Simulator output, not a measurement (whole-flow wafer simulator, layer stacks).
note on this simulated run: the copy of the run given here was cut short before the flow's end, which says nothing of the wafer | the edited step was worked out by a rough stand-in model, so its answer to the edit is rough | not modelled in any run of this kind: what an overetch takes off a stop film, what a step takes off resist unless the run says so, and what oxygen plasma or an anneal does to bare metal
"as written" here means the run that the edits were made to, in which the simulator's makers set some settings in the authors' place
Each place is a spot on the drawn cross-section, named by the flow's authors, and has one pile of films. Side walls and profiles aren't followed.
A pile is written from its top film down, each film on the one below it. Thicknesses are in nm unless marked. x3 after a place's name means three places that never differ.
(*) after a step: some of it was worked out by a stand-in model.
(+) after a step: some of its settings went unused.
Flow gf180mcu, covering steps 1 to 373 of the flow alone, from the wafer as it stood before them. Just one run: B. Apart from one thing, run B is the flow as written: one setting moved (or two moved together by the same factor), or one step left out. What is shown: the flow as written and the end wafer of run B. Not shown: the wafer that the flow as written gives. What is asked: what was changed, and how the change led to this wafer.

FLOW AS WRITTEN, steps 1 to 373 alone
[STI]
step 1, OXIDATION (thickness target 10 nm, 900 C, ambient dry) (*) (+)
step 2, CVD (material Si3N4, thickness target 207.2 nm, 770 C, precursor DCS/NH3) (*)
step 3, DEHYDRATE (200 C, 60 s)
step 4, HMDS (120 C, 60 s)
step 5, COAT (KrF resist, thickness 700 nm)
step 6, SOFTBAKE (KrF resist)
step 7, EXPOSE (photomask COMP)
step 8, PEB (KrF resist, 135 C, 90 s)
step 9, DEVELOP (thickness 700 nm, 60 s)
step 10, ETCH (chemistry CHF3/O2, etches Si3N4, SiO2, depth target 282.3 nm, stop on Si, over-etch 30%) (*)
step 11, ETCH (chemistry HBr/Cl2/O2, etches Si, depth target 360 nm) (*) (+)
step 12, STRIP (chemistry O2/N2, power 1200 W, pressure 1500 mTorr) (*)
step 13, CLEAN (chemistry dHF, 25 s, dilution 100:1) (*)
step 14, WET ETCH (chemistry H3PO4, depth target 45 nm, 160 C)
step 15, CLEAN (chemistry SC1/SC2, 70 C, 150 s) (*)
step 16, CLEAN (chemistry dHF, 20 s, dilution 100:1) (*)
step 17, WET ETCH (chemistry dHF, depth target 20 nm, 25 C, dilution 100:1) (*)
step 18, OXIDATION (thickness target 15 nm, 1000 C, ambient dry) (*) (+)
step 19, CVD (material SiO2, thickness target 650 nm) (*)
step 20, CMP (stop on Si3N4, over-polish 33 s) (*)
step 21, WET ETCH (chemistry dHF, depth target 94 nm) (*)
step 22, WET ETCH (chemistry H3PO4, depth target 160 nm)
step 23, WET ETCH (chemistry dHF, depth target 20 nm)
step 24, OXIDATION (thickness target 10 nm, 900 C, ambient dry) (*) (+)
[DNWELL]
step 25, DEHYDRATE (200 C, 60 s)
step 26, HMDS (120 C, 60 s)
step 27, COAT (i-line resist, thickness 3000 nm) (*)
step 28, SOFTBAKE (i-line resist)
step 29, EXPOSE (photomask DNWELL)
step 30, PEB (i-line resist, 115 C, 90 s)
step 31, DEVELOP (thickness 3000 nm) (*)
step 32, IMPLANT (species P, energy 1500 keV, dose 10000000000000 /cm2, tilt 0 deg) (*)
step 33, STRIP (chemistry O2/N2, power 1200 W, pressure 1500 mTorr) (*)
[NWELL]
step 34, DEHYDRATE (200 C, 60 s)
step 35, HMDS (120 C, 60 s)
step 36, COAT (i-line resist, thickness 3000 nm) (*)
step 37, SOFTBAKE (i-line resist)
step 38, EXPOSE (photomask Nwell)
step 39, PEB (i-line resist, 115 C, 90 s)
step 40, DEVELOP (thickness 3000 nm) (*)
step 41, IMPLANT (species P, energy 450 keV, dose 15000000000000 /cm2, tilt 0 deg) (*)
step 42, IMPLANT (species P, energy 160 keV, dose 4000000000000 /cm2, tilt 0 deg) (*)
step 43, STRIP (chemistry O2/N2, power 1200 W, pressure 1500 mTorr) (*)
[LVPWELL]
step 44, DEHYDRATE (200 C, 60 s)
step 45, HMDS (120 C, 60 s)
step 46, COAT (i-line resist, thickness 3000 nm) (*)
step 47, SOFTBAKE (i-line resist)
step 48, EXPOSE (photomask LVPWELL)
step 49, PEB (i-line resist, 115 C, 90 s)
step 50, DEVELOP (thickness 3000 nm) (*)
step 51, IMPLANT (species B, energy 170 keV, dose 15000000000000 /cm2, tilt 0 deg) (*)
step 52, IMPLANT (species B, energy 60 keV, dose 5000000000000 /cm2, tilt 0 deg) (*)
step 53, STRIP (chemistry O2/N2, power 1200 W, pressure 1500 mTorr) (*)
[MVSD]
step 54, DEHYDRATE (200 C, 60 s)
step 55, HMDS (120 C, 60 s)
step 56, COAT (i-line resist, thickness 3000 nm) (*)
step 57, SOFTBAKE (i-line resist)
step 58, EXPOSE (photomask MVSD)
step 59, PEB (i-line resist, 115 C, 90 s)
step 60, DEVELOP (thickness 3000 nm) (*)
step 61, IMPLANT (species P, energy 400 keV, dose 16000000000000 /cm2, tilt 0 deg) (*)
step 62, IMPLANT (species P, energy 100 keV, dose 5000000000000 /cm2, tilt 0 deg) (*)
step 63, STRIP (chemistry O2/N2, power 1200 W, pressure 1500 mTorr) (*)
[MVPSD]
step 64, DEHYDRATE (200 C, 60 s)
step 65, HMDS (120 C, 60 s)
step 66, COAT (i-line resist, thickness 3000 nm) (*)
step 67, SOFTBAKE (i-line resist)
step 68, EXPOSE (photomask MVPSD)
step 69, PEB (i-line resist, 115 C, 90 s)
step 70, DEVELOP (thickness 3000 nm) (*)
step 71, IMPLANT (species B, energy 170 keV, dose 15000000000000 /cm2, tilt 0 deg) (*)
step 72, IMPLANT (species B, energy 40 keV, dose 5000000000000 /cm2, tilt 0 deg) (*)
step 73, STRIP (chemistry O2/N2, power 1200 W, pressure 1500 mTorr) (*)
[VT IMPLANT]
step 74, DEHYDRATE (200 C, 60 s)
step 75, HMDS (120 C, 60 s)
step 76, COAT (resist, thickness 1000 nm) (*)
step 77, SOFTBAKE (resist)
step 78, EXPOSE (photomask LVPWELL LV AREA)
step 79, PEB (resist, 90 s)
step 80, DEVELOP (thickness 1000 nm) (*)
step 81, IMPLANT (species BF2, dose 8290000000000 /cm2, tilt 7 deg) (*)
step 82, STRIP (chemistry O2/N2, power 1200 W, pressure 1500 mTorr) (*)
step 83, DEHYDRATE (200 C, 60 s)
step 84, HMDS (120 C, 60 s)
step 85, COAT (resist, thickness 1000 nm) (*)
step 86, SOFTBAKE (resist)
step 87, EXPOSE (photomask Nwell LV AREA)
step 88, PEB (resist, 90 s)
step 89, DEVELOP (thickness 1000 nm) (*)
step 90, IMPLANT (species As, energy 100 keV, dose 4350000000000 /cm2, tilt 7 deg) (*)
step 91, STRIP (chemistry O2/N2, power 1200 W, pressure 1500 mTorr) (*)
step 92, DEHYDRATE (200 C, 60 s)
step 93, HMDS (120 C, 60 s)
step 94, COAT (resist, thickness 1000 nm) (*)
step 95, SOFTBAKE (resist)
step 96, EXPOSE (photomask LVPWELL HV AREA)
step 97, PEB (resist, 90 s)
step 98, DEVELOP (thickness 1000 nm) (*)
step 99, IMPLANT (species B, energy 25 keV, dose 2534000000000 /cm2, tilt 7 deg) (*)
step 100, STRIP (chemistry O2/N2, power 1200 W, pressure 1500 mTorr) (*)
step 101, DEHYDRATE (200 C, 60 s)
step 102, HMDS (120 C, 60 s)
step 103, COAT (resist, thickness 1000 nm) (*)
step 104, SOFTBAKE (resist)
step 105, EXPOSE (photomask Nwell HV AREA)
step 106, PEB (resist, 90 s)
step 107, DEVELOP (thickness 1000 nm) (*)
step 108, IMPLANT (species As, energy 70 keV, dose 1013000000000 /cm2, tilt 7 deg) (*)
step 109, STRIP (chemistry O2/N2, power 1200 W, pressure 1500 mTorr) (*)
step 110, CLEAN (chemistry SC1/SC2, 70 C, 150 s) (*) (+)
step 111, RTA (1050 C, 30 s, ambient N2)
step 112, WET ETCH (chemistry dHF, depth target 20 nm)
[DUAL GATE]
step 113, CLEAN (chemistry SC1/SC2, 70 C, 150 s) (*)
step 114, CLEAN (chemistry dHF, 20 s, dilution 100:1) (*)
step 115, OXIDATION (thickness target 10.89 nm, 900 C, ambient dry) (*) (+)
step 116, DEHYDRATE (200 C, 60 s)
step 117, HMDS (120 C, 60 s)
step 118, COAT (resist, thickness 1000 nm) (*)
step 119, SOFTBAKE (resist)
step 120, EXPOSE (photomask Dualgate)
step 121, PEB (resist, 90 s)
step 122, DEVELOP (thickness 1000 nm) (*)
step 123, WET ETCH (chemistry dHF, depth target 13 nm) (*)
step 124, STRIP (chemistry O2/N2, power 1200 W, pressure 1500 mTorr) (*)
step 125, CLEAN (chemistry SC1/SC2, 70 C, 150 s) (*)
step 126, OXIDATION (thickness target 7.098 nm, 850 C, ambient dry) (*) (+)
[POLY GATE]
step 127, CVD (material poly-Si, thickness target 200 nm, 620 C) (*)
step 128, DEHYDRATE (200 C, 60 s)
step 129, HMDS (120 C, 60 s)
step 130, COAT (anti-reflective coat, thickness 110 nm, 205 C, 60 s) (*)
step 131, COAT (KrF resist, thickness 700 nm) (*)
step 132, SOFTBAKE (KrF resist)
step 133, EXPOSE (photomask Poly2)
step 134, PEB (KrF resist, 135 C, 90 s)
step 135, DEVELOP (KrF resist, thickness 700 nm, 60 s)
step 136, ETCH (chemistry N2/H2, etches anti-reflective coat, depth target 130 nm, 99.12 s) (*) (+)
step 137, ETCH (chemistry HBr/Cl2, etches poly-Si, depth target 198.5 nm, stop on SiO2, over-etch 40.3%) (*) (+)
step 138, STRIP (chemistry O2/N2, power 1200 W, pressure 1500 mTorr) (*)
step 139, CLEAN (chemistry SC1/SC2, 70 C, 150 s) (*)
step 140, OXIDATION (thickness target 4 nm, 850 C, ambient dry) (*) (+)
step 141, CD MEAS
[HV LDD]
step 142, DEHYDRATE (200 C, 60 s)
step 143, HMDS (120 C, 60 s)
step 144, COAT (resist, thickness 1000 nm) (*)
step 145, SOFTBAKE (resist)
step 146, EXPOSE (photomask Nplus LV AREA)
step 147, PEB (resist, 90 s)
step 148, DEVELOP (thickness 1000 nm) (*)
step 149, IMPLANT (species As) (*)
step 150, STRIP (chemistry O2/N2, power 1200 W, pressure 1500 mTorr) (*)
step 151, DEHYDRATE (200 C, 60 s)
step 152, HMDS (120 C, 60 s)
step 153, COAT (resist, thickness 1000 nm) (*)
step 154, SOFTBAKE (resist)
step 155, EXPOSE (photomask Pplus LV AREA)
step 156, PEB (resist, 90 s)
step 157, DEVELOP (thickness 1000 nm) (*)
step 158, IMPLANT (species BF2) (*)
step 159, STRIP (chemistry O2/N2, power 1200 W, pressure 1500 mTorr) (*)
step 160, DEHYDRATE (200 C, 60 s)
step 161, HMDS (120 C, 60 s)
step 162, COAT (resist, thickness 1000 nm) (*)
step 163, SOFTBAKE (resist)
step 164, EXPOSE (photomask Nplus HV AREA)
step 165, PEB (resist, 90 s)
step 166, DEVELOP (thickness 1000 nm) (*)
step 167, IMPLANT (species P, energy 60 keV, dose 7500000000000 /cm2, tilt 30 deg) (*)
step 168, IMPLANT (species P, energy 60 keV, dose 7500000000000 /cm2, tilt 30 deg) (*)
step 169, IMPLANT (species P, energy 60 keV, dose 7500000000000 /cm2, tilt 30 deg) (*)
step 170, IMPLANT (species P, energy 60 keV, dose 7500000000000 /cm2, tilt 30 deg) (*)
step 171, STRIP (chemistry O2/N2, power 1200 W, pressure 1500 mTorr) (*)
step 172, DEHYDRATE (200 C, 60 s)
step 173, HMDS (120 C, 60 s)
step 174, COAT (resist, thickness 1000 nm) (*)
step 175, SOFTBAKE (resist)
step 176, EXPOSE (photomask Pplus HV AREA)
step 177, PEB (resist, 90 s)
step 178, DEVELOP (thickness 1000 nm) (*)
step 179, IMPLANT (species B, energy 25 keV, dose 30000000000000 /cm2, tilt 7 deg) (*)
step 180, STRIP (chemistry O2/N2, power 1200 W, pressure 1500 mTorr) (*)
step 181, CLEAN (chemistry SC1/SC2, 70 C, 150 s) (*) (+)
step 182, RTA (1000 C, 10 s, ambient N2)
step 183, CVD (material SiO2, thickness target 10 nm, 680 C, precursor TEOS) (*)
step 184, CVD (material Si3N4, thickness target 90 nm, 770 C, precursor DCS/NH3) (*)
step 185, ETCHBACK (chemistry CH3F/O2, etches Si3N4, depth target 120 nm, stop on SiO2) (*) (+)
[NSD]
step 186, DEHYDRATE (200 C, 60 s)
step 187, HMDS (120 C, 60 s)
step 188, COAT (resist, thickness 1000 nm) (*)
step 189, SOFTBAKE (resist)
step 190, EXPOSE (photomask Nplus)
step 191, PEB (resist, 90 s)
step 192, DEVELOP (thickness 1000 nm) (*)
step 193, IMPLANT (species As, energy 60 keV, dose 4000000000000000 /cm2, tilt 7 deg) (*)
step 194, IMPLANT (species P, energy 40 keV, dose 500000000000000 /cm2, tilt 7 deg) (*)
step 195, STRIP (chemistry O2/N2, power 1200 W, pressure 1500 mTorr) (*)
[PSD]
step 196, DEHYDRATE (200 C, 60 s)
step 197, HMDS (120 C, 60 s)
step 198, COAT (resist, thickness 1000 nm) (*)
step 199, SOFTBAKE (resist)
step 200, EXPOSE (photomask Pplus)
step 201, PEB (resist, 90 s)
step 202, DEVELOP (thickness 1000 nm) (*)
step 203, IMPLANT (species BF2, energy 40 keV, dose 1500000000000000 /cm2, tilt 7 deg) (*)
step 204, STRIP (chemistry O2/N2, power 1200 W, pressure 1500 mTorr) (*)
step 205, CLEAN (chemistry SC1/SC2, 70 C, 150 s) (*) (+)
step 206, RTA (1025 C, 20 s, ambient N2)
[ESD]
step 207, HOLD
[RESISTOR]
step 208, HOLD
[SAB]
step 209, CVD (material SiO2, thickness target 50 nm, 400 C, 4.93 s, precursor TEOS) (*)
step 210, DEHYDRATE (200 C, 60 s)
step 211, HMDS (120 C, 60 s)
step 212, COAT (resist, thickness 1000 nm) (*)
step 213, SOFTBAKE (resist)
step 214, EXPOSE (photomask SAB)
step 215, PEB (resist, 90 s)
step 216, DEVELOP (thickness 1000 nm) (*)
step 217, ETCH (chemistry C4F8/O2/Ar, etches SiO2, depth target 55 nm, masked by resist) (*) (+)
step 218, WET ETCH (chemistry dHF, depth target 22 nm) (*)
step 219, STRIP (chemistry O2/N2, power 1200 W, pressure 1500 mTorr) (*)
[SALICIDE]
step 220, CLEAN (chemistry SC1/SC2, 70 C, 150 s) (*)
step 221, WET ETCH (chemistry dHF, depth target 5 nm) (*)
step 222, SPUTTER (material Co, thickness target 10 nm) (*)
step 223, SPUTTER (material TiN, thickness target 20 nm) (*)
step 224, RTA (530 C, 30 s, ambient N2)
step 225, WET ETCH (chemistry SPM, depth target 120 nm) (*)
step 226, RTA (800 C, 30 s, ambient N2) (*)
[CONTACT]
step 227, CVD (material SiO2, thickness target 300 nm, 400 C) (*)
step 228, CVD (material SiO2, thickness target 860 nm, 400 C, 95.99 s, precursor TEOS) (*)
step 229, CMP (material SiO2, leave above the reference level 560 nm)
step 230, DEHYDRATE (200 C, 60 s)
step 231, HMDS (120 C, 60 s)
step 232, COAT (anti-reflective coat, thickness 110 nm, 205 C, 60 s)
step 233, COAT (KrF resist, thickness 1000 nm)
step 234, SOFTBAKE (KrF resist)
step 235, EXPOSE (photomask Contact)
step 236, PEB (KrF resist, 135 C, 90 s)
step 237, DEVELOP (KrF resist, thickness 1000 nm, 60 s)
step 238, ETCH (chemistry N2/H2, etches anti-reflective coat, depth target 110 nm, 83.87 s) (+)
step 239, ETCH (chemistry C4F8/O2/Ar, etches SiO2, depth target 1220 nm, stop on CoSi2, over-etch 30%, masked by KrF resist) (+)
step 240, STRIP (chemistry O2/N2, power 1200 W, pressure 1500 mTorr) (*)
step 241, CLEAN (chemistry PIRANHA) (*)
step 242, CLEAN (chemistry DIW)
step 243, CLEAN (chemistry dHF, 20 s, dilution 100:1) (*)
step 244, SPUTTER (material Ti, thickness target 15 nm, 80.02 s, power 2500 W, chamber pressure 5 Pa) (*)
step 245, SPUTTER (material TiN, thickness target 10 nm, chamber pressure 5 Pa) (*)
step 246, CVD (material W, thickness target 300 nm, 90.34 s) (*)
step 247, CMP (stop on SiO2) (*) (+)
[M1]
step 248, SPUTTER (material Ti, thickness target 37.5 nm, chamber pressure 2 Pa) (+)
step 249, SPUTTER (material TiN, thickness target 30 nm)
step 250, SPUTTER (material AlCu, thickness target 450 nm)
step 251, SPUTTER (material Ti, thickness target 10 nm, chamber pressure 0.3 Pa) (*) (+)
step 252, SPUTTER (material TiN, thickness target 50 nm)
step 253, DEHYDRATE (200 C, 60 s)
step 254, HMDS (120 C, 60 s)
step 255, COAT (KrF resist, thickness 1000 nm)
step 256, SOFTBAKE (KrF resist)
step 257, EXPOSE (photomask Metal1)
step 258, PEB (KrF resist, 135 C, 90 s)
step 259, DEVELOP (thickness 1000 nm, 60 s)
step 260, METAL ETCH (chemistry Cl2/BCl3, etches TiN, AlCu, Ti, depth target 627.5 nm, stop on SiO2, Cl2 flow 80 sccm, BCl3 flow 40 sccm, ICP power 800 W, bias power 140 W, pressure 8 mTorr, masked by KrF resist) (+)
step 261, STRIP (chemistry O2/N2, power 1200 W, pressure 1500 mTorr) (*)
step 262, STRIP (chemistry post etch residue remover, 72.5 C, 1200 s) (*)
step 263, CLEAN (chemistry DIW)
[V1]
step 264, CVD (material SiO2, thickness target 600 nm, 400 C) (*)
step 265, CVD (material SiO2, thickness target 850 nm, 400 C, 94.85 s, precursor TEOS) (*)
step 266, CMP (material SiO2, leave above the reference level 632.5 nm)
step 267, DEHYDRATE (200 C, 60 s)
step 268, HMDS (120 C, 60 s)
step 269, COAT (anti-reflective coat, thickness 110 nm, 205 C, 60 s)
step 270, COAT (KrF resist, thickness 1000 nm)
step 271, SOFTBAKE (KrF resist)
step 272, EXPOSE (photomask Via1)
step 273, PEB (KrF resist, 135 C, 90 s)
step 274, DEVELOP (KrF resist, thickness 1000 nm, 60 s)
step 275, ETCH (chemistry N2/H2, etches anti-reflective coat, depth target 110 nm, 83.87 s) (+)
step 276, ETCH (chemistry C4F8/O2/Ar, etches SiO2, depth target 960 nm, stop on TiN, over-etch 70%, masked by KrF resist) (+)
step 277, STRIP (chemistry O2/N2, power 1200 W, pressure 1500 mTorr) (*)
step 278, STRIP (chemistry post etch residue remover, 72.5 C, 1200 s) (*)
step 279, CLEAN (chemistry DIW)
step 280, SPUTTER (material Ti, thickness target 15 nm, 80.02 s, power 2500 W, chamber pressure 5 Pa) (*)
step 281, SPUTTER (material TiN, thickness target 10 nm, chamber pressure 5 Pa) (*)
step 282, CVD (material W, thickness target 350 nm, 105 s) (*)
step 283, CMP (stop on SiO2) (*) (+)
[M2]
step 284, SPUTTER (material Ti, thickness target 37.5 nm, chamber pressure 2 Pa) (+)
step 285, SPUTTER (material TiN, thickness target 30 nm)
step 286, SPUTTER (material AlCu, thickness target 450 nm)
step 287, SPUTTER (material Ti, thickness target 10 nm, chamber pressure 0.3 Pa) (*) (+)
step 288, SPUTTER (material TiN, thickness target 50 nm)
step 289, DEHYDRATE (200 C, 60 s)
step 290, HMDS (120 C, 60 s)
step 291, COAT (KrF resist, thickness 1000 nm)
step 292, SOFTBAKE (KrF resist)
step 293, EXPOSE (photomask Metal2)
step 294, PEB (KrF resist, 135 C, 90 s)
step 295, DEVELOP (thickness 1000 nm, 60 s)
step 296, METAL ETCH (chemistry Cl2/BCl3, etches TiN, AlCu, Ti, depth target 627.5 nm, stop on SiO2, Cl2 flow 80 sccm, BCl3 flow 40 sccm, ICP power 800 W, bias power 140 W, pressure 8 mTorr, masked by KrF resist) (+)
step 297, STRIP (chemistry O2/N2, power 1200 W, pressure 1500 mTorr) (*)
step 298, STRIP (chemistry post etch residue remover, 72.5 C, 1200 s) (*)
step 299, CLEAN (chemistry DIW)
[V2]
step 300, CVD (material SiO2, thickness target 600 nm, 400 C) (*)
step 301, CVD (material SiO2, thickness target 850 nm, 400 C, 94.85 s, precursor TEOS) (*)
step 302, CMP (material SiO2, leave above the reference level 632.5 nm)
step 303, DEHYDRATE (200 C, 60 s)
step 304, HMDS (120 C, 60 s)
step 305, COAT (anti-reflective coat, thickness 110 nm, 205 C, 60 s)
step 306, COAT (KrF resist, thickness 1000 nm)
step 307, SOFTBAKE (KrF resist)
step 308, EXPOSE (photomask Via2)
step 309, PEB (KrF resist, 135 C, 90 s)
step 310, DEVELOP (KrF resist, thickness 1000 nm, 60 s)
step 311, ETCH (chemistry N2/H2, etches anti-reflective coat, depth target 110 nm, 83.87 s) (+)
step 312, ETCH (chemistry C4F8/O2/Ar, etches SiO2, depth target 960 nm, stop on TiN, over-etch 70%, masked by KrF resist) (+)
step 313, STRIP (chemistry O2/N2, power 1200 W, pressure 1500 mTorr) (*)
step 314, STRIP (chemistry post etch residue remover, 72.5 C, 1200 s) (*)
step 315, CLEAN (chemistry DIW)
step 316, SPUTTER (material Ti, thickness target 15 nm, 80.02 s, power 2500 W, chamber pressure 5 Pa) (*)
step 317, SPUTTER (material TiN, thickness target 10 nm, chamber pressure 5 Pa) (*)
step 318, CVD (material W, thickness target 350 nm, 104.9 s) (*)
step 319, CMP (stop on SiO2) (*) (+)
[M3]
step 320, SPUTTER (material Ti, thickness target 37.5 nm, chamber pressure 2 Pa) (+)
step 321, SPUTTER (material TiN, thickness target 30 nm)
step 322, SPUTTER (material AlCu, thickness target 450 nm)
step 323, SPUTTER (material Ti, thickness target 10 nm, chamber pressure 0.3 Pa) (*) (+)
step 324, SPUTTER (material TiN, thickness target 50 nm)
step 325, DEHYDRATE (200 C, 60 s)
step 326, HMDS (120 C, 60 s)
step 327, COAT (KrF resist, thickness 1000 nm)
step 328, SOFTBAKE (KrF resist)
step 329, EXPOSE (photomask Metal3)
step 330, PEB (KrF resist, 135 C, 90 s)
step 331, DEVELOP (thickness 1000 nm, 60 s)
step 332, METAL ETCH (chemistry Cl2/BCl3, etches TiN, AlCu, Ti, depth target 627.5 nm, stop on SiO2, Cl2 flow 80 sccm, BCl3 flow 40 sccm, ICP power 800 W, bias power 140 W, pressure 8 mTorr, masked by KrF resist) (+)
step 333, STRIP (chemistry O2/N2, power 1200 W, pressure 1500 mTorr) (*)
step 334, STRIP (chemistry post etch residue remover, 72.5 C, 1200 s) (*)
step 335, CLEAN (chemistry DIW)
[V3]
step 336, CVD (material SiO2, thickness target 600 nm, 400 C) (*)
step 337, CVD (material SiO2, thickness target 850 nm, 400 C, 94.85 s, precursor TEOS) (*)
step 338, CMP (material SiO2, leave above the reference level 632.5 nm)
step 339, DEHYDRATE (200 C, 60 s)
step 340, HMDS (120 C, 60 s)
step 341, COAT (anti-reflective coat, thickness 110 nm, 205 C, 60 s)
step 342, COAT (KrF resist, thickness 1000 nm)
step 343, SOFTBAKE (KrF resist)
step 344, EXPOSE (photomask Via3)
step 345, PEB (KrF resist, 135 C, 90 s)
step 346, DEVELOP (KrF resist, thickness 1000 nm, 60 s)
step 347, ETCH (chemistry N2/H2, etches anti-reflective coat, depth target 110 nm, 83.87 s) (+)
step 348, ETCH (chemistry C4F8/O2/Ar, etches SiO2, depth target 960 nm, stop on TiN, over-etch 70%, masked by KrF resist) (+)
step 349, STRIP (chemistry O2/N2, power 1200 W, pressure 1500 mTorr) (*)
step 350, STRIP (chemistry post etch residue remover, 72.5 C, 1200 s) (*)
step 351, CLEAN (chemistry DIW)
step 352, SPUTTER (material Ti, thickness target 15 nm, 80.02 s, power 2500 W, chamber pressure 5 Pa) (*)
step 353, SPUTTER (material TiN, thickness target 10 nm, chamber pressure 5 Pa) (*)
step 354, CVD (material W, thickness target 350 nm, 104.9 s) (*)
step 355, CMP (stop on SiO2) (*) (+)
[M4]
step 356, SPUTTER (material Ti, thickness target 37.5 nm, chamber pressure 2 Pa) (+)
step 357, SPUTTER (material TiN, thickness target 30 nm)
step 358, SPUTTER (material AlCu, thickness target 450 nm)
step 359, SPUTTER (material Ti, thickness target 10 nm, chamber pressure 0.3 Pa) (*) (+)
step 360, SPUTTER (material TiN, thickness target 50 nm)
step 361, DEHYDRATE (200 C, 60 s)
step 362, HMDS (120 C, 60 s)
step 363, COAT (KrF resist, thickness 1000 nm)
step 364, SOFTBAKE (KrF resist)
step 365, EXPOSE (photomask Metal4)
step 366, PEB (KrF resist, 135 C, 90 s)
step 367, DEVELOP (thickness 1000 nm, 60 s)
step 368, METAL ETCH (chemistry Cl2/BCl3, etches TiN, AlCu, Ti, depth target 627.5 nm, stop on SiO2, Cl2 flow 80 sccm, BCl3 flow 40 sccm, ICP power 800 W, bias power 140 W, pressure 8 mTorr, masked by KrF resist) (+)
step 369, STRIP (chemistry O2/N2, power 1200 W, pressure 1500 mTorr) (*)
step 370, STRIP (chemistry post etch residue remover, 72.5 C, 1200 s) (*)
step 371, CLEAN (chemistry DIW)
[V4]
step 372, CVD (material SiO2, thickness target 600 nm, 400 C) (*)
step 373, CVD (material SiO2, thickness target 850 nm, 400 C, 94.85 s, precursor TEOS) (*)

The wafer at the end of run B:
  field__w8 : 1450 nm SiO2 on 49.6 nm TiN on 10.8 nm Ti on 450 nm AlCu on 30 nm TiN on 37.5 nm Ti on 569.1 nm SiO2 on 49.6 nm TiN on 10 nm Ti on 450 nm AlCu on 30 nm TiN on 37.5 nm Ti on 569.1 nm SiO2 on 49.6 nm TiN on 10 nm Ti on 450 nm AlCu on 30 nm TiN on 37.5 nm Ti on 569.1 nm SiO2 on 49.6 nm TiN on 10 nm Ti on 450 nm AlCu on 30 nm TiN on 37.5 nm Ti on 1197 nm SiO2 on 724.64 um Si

What caused this: step 359, SPUTTER: thickness target 10.8 nm was run, while the flow as written has thickness target 10 nm.
The wafer itself shows it: field__w8 has Ti 10.8, and step 359 as written asks for 10 nm.

Step by step, how the change led to this:
  step 359, SPUTTER (material Ti, thickness target 10 nm, chamber pressure 0.3 Pa) (*) (+)
      field, field__w1, field__w2 and 108 more: +10.8 Ti (new film) (in the flow as written it would be: +10 Ti (new film))
  step 368, METAL ETCH (chemistry Cl2/BCl3, etches TiN, AlCu, Ti, depth target 627.5 nm, stop on SiO2, Cl2 flow 80 sccm, BCl3 flow 40 sccm, ICP power 800 W, bias power 140 W, pressure 8 mTorr, masked by KrF resist) (+)
      field, field__w1, field__w2 and 103 more: -50 TiN (all of it), -10.8 Ti (all of it), -450 AlCu (all of it), -30 TiN (all of it), -37.5 Ti (all of it) (in the flow as written it would be: -50 TiN (all of it), -10 Ti (all of it), -450 AlCu (all of it), -30 TiN (all of it), -37.5 Ti (all of it))
